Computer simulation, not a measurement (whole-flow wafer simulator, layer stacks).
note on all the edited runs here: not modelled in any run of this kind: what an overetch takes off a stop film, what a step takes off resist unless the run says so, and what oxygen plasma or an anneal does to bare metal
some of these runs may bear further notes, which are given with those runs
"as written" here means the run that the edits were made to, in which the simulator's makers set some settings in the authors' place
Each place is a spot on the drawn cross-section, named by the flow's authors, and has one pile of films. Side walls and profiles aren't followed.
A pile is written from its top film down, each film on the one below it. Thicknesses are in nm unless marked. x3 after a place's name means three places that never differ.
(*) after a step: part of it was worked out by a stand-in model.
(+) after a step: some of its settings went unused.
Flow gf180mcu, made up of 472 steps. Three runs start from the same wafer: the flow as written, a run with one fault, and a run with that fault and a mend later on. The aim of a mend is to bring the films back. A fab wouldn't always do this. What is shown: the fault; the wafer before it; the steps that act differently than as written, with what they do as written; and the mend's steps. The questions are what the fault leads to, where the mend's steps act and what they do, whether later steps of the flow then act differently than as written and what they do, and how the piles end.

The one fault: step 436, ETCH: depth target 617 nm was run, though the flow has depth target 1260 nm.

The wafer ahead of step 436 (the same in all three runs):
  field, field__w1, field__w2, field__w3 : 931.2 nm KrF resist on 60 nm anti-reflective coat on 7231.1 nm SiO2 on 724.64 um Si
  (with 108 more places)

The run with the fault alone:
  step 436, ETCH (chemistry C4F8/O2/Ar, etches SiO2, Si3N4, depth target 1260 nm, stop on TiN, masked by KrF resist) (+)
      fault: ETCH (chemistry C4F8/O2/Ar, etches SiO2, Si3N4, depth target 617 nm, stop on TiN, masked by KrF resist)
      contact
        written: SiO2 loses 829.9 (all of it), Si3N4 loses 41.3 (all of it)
        fault: SiO2 loses 617
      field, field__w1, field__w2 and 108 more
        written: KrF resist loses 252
        fault: KrF resist loses 123.4
  Steps further on in the flow that do not act as written (not shown: 1 more step that differs only slightly, by at most 2% or 0.5 nm, whichever is larger):
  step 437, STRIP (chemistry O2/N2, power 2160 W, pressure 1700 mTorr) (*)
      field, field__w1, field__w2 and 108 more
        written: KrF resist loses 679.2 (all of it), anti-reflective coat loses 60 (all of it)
        fault: KrF resist loses 807.8 (all of it), anti-reflective coat loses 60 (all of it)
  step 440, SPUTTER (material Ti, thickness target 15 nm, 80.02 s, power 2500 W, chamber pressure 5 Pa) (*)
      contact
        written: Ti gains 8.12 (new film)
        fault: Ti gains 9.41 (new film)
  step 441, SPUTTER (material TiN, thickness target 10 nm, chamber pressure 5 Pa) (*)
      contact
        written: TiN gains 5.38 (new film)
        fault: TiN gains 6.24 (new film)
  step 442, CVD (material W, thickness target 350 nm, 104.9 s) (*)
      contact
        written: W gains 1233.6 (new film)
        fault: W gains 976.8 (new film)
  At contact, the piles at the end differ from the flow's by more than 2% or 0.5 nm, whichever is larger.
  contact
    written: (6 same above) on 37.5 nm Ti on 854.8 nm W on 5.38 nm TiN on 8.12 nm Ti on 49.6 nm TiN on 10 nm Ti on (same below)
    fault: (6 same above) on 37.5 nm Ti on 598 nm W on 6.24 nm TiN on 9.41 nm Ti on 212.9 nm SiO2 on 41.3 nm Si3N4 on 50 nm TiN on 10 nm Ti on (same below)

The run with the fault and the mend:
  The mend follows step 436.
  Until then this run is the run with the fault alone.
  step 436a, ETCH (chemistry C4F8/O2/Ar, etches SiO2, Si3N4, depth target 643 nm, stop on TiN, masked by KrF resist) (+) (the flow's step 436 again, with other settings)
      field, field__w1, field__w2 and 108 more
        KrF resist loses 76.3
      contact
        SiO2 loses 212.9 (all of it), Si3N4 loses 41.3 (all of it)
  Steps further on in the flow that do not act as written:
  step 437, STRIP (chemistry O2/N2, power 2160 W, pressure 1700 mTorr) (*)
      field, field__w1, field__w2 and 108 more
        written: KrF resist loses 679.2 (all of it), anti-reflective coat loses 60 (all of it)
        mend: KrF resist loses 731.5 (all of it), anti-reflective coat loses 60 (all of it)
  The piles end the same as the flow's at every place that both follow.
